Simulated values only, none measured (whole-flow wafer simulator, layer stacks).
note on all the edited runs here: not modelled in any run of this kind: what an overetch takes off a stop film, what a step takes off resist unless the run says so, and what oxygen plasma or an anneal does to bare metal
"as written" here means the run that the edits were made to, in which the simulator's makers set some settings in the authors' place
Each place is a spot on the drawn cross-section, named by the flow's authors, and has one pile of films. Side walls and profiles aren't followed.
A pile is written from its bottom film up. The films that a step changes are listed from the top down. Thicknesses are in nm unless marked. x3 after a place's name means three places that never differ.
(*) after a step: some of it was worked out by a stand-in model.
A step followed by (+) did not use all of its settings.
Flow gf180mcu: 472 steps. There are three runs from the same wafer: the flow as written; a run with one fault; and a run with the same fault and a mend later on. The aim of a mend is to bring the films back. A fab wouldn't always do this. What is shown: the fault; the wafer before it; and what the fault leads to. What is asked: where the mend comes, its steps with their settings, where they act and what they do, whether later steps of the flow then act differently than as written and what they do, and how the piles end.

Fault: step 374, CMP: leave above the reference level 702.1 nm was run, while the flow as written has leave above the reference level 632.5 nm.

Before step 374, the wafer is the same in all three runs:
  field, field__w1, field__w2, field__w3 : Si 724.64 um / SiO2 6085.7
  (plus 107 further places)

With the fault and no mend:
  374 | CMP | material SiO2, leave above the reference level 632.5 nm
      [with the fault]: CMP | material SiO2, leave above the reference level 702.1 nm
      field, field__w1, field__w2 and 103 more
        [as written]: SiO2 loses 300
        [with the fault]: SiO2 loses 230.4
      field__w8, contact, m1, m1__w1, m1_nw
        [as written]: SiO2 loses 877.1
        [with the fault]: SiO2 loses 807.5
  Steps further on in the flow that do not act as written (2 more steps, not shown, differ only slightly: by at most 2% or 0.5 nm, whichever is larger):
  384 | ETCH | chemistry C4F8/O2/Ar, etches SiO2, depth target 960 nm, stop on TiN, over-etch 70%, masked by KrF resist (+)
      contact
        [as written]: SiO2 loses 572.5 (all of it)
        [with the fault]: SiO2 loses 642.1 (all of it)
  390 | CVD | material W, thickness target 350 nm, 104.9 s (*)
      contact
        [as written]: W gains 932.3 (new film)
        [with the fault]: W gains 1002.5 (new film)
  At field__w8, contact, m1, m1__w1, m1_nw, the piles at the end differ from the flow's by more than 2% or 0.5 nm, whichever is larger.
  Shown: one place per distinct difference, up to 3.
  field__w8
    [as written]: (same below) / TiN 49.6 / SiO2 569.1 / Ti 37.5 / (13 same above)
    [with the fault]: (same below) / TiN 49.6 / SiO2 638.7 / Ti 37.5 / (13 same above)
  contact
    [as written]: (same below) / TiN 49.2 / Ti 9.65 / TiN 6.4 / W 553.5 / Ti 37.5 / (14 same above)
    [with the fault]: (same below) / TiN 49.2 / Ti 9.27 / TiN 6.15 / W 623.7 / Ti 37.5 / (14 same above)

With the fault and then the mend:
  The mend stands after step 374.
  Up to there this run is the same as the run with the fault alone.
  374a | CMP | material SiO2, leave above the reference level 632.5 nm (the flow's step 374, run once more)
      field, field__w1, field__w2 and 108 more
        SiO2 loses 69.6
  Every later step of the flow that is run acts as written at every place that is followed.
  At every place that both follow, the piles at the end match the flow's.
